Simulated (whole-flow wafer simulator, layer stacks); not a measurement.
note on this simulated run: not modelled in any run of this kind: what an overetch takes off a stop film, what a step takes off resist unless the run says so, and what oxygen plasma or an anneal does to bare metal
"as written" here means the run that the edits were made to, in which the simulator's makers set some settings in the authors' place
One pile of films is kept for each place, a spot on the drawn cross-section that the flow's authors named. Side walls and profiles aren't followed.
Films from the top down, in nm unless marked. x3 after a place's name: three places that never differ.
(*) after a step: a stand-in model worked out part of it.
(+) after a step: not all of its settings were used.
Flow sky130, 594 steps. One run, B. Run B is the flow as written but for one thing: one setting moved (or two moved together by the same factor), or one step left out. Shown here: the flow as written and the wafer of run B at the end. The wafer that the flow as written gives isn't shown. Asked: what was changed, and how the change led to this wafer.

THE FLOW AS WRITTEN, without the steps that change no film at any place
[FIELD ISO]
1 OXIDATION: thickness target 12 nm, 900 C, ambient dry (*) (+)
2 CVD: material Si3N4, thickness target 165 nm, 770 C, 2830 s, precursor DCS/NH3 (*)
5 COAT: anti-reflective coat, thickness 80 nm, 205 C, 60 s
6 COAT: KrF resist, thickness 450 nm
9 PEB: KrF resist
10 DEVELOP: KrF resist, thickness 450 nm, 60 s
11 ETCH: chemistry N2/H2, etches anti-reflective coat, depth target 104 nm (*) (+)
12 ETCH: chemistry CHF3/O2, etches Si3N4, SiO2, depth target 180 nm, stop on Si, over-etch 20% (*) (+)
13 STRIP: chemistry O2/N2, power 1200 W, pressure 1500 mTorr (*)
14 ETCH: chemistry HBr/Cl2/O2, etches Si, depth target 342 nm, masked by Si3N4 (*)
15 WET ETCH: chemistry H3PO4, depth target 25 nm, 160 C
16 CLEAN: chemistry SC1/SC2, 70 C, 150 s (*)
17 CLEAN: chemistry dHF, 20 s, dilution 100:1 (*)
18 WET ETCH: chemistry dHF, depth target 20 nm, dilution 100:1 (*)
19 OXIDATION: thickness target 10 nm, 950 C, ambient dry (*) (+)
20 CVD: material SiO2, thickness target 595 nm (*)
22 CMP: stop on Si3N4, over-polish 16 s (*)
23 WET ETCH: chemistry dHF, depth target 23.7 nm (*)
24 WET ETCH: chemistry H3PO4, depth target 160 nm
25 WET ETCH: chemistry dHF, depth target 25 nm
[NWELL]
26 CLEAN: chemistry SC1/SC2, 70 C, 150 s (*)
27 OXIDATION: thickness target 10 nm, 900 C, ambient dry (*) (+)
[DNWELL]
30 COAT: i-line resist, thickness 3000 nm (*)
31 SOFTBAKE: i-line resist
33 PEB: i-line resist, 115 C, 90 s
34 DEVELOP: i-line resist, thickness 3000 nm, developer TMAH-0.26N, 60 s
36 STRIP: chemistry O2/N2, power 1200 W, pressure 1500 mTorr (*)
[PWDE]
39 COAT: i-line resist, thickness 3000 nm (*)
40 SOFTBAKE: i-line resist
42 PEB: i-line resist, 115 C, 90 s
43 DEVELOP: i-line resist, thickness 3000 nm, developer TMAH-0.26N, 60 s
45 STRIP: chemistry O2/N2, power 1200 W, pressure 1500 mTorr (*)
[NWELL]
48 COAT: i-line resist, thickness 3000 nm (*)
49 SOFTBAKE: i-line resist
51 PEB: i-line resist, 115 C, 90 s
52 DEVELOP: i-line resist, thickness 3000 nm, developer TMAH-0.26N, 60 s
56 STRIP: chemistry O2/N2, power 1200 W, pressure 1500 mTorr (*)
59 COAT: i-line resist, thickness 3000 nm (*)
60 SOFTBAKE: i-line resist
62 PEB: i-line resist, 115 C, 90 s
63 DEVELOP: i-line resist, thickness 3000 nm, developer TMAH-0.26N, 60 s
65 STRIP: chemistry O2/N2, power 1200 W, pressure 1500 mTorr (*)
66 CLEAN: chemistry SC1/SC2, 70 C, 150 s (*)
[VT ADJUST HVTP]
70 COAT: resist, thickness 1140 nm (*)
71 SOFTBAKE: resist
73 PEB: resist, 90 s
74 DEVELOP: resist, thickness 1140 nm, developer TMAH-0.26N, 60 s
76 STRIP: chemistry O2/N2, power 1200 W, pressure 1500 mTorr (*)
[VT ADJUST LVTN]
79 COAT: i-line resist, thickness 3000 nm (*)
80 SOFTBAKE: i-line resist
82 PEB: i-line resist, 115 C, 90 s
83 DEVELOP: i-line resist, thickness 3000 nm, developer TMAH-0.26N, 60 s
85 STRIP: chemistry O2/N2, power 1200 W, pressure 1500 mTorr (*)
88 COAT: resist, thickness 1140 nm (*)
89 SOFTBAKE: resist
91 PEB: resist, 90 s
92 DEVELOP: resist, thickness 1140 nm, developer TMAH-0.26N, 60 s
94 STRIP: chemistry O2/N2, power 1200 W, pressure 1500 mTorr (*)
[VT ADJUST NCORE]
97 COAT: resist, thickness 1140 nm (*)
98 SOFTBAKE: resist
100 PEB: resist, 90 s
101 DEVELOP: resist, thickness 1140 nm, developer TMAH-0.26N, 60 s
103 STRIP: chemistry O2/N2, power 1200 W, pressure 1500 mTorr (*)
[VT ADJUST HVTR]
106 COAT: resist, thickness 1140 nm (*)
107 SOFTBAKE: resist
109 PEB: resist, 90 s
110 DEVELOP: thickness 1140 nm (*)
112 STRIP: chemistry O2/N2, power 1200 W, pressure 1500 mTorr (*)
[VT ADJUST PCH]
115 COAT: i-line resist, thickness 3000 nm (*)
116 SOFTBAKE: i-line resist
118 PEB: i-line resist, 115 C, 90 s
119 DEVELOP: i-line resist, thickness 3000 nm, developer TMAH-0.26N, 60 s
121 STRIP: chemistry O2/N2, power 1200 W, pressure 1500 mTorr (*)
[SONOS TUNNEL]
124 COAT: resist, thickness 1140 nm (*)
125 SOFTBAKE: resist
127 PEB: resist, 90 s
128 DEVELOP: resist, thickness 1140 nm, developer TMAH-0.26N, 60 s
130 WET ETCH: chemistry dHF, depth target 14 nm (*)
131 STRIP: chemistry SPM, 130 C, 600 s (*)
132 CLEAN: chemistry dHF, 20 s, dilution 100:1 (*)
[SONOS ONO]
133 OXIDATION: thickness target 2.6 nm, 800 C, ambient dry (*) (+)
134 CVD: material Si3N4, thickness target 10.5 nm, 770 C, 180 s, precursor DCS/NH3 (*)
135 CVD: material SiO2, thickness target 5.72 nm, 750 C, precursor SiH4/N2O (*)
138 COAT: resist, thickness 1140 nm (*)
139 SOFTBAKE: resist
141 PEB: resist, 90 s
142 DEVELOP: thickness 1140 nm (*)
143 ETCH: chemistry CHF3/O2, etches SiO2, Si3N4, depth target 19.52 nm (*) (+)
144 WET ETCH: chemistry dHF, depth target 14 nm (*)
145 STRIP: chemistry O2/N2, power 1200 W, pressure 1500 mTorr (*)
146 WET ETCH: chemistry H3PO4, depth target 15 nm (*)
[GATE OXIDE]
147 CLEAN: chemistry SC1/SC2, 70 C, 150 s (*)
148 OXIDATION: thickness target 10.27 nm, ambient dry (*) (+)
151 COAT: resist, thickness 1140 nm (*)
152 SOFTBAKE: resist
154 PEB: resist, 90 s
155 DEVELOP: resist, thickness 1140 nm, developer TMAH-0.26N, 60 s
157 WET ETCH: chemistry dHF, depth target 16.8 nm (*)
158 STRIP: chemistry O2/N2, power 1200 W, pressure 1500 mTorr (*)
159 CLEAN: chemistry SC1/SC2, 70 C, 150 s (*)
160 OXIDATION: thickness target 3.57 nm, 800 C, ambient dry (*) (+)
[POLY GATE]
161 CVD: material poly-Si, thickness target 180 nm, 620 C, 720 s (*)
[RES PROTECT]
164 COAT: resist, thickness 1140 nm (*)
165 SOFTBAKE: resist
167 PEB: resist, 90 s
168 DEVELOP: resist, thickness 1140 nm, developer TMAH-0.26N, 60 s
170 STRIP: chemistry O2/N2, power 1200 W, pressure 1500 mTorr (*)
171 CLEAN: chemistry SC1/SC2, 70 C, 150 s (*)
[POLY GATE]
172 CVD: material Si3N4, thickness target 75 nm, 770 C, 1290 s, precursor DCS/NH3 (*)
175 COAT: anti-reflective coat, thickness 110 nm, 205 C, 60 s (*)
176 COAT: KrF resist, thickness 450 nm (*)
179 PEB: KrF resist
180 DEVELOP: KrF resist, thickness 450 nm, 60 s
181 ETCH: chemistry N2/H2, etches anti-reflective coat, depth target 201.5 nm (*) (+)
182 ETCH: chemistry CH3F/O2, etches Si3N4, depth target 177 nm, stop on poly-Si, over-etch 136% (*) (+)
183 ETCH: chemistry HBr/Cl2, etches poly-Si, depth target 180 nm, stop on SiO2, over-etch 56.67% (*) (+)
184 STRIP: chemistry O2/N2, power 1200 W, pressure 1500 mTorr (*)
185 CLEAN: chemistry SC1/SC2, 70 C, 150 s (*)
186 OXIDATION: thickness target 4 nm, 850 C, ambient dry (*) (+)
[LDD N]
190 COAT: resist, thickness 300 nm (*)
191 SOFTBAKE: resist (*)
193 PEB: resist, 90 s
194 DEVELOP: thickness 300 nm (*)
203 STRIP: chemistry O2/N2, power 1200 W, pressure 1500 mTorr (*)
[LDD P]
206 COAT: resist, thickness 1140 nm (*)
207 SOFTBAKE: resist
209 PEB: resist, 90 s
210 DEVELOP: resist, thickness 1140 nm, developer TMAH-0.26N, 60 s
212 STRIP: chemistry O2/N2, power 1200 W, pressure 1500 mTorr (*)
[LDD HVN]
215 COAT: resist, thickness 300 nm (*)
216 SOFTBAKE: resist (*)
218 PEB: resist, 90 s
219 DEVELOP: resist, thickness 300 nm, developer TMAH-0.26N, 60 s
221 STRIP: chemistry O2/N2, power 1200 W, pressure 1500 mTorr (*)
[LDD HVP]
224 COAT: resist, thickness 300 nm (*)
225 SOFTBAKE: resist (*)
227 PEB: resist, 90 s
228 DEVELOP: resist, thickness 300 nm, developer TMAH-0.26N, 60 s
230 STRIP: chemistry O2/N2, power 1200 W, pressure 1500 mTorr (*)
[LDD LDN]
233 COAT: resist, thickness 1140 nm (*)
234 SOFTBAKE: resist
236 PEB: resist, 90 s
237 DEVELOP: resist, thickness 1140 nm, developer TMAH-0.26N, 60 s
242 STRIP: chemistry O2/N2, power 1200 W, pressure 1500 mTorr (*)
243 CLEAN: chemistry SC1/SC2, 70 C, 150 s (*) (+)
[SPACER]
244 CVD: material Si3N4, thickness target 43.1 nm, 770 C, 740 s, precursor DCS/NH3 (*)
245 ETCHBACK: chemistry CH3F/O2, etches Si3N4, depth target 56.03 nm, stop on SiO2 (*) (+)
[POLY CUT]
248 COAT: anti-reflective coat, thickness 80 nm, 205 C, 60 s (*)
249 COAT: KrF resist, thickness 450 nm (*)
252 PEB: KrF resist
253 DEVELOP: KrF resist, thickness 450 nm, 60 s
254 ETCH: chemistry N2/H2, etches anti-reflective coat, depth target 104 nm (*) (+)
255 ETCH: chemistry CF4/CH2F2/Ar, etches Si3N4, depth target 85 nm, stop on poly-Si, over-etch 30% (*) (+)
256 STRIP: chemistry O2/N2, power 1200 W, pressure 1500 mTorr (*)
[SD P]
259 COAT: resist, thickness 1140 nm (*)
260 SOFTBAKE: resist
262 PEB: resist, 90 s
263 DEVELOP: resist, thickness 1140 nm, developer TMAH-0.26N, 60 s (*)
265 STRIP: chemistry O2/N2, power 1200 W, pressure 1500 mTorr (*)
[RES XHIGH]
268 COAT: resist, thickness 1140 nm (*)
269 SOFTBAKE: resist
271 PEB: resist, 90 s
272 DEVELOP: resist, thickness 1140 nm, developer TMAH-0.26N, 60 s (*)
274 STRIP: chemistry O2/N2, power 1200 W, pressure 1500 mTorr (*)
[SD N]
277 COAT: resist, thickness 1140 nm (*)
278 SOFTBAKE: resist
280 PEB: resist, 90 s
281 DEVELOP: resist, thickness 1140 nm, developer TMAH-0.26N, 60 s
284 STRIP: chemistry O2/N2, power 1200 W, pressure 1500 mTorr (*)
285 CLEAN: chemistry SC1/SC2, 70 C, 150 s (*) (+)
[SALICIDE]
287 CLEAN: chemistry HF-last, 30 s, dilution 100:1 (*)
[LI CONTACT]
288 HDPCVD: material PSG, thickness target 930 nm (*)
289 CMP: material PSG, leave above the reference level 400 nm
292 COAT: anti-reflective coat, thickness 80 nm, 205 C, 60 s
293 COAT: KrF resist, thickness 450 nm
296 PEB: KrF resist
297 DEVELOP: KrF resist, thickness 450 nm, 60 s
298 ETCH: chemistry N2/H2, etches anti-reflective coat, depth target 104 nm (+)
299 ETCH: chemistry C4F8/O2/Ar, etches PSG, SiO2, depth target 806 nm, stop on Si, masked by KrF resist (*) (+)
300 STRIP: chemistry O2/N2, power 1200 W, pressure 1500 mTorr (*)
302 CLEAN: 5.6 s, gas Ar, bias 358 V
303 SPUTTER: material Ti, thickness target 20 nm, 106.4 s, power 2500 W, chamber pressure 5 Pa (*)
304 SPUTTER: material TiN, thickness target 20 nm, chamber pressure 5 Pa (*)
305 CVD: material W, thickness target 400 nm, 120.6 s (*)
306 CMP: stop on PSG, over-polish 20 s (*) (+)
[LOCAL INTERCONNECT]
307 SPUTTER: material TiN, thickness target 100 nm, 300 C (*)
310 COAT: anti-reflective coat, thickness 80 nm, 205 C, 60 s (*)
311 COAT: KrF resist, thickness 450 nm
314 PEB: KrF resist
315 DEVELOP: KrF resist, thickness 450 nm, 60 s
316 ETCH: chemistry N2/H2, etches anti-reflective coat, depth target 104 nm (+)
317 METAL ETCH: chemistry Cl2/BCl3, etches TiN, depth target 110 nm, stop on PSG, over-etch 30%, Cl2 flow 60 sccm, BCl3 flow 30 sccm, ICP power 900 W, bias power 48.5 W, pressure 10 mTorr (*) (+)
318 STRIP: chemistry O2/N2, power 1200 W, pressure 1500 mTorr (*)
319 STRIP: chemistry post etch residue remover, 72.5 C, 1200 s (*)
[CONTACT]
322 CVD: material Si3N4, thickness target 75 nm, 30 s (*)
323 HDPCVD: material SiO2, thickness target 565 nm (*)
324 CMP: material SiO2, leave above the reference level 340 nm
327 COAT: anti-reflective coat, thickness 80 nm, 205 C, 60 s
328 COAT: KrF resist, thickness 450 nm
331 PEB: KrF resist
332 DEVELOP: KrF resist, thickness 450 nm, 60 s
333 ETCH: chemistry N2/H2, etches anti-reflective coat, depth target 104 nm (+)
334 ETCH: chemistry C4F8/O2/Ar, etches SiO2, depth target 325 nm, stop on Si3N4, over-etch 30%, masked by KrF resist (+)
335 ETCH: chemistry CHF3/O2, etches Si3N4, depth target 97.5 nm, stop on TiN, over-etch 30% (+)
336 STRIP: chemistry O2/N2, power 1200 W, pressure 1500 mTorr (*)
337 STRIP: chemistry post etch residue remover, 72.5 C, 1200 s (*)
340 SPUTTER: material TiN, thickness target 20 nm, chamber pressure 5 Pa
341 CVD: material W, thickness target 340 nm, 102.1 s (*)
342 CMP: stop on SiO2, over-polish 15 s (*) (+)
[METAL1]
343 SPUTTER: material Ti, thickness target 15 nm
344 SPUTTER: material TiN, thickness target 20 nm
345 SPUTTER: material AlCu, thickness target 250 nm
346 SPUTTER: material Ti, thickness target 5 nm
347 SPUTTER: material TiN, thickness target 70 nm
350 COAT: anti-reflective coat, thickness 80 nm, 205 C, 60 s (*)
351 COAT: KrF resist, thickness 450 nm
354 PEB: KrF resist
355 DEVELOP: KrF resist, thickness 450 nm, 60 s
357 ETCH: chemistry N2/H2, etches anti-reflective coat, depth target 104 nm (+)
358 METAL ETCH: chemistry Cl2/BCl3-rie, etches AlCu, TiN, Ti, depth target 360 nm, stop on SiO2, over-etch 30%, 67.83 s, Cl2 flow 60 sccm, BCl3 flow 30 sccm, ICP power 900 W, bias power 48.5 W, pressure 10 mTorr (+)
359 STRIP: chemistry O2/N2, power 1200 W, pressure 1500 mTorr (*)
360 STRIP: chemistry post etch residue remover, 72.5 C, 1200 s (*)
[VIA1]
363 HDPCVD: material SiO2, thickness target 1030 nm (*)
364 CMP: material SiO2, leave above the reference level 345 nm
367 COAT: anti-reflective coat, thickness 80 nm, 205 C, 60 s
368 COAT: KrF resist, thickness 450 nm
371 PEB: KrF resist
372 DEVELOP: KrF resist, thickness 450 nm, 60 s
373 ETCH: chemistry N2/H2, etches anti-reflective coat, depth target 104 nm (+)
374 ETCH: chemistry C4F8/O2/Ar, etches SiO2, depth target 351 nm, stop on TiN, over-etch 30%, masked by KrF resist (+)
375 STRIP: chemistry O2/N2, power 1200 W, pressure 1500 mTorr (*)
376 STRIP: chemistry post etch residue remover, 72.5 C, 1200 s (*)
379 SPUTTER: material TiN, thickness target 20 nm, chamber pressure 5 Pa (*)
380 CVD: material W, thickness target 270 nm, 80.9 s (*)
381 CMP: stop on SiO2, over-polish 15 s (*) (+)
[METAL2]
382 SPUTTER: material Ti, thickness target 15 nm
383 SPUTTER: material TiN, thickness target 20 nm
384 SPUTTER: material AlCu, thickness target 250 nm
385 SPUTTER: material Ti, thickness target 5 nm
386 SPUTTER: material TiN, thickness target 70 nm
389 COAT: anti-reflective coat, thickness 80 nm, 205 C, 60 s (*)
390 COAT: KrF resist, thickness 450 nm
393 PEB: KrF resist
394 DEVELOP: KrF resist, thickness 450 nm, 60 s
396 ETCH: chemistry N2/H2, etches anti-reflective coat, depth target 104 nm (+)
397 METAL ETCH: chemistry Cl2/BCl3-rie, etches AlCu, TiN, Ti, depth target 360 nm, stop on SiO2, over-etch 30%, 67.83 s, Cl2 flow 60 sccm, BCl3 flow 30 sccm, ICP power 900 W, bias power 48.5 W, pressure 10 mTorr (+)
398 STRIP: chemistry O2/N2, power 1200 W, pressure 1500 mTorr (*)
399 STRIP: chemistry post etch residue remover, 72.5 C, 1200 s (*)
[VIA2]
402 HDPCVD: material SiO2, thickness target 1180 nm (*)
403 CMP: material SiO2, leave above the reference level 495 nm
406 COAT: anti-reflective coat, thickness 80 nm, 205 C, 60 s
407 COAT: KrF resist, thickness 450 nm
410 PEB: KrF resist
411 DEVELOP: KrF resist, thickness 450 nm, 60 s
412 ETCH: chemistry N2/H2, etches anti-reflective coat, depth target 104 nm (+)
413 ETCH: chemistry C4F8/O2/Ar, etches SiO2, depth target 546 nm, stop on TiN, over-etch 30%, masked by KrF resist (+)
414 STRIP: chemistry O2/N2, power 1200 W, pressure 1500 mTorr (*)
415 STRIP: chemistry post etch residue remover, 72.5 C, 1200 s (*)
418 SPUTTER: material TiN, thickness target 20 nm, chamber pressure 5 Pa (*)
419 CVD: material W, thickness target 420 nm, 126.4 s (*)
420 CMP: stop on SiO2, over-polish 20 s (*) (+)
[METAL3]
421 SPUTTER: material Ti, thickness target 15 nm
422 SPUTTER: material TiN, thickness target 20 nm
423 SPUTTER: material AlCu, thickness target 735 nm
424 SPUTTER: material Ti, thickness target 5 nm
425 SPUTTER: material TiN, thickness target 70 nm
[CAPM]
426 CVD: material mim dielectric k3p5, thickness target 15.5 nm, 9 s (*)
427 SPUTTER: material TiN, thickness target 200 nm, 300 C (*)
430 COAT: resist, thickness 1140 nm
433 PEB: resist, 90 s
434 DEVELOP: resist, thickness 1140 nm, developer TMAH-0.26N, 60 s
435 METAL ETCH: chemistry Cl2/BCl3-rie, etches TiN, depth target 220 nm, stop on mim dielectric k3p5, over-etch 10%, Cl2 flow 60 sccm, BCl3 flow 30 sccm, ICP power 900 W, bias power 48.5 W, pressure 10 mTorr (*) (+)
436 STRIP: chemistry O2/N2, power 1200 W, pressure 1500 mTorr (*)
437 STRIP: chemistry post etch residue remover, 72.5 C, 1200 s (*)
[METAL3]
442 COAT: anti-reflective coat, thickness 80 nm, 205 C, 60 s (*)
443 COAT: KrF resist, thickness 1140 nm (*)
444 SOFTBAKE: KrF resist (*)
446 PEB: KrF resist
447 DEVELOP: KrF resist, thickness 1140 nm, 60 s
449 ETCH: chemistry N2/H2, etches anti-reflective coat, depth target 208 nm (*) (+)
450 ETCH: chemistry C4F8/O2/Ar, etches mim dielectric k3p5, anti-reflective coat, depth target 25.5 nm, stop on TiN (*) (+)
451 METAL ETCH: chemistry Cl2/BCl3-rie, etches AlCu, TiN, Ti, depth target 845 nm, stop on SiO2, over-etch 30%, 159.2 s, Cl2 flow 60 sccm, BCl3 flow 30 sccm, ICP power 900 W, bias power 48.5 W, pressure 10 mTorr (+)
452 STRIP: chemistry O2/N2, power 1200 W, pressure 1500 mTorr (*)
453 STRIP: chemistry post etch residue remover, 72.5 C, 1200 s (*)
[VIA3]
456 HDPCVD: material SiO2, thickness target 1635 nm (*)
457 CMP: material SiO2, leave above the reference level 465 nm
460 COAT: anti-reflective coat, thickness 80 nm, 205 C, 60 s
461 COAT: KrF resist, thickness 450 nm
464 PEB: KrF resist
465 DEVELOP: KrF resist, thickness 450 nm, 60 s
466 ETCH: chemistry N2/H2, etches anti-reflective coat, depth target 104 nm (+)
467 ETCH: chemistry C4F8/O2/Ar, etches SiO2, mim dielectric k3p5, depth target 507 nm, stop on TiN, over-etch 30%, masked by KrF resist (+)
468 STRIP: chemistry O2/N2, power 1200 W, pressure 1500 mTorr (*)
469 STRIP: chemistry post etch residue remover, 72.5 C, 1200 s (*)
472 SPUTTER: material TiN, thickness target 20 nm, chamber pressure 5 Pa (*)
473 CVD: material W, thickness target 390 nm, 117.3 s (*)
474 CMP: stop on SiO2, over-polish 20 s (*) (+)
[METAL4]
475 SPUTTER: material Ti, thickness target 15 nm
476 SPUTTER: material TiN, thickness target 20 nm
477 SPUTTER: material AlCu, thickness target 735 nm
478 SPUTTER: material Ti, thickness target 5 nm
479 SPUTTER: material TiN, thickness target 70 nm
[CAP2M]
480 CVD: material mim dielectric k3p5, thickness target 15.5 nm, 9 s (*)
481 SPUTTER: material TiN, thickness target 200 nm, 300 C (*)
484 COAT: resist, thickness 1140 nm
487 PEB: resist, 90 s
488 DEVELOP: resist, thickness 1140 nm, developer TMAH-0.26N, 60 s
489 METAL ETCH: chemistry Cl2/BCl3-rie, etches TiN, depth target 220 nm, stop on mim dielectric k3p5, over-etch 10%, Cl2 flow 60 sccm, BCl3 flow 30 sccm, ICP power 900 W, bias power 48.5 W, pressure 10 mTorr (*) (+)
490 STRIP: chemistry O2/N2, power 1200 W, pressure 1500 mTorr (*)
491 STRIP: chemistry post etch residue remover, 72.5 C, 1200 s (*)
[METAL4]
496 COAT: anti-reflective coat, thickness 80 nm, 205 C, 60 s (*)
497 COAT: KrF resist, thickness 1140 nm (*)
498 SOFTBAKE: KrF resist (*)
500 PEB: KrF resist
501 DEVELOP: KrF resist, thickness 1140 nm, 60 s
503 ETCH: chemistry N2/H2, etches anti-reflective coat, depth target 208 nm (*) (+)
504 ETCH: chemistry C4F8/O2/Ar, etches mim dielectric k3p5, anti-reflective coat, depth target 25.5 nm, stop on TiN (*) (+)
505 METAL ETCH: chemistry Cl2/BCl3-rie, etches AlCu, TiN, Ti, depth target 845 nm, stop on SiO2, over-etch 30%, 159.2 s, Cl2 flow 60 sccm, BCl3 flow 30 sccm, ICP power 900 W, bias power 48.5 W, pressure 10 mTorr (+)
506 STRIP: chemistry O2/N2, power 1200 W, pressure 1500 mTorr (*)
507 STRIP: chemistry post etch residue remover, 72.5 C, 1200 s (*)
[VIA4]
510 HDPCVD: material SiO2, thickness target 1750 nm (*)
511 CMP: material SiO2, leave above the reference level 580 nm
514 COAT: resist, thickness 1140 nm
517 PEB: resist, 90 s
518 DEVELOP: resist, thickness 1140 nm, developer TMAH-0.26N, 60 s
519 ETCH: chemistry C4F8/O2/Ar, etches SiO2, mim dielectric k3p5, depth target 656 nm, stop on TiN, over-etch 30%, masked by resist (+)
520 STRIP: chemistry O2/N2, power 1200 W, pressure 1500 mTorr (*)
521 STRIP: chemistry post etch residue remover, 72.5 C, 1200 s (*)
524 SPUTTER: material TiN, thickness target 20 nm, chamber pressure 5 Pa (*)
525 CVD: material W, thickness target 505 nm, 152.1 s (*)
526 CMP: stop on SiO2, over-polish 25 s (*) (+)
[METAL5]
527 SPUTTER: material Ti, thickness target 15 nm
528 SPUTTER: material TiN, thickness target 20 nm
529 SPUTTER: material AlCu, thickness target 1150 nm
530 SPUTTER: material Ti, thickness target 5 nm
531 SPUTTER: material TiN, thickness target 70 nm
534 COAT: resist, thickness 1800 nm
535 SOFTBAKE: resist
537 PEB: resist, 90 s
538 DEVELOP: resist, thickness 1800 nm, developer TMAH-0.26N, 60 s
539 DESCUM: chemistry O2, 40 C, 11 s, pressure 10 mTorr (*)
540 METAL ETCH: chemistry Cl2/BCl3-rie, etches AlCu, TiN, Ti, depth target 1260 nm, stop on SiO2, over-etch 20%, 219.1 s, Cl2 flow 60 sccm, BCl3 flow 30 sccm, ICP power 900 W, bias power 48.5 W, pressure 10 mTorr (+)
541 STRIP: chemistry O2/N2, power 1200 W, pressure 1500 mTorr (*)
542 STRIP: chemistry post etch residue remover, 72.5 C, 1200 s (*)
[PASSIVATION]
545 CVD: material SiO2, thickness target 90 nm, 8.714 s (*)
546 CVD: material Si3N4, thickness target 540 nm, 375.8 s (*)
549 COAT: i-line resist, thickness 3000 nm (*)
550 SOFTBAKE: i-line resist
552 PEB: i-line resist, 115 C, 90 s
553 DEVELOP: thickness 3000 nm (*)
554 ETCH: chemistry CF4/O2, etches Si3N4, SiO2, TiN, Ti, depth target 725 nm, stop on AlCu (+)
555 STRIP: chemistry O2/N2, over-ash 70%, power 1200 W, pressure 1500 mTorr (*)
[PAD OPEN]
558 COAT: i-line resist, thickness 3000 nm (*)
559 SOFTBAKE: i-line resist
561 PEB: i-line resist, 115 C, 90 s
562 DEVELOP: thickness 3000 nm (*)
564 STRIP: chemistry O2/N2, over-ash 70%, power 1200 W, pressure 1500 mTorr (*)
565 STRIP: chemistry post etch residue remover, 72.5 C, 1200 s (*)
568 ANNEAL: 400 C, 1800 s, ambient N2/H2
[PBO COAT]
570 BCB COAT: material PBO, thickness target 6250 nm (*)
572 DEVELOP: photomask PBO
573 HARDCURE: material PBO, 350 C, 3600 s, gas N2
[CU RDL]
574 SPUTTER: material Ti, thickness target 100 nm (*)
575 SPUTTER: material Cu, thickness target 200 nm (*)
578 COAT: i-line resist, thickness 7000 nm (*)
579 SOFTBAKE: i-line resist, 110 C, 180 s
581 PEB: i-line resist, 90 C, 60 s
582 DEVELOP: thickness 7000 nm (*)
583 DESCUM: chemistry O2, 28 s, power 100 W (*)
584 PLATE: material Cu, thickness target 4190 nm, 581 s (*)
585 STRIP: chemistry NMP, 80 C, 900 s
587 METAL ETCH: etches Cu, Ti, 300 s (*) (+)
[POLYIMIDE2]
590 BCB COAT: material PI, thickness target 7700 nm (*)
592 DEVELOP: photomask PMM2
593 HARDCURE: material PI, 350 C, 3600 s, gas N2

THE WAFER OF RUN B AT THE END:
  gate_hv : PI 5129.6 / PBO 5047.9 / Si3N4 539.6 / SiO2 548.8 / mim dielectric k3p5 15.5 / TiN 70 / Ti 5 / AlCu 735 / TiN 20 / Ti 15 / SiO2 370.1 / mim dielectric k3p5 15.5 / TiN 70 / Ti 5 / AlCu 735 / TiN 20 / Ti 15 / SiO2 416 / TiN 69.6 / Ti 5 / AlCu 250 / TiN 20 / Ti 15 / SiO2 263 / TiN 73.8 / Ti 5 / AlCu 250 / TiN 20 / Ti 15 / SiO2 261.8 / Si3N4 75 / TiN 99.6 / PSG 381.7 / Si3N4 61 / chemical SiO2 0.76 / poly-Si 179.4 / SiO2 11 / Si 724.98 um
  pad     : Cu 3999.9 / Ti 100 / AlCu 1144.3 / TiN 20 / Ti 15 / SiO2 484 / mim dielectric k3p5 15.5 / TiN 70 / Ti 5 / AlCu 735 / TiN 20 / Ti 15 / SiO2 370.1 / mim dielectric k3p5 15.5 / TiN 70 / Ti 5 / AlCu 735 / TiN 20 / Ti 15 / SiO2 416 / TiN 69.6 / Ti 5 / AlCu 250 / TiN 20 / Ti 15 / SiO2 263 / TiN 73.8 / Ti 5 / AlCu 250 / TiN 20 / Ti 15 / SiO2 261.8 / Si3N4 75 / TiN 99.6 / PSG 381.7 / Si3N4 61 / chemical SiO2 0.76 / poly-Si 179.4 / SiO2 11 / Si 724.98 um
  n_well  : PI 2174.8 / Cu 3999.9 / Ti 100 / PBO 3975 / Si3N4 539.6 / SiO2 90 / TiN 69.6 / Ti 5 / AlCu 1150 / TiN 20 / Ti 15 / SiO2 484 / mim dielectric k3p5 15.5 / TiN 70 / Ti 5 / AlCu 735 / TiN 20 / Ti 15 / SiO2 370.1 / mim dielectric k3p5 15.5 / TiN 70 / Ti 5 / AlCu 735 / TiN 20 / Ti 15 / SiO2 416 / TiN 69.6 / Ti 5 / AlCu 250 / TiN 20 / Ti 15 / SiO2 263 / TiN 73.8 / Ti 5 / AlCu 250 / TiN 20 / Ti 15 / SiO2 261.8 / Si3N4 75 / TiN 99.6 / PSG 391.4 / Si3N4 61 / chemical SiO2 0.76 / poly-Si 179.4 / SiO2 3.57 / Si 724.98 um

The cause: step 347, SPUTTER: thickness target 74.2 nm was run, where the flow has thickness target 70 nm.

How the change led to this, step by step:
  347 SPUTTER: material TiN, thickness target 70 nm
      field, active, n_well and 188 more: TiN +74.2 (new film) (as written it would be: TiN +70 (new film))
  358 METAL ETCH: chemistry Cl2/BCl3-rie, etches AlCu, TiN, Ti, depth target 360 nm, stop on SiO2, over-etch 30%, 67.83 s, Cl2 flow 60 sccm, BCl3 flow 30 sccm, ICP power 900 W, bias power 48.5 W, pressure 10 mTorr (+)
      field, active, gate and 81 more: TiN -72.9 (all of it), Ti -5 (all of it), AlCu -250 (all of it), TiN -20 (all of it), Ti -15 (all of it), SiO2 -10.5 (as written it would be: TiN -68.7 (all of it), Ti -5 (all of it), AlCu -250 (all of it), TiN -20 (all of it), Ti -15 (all of it), SiO2 -10.9)
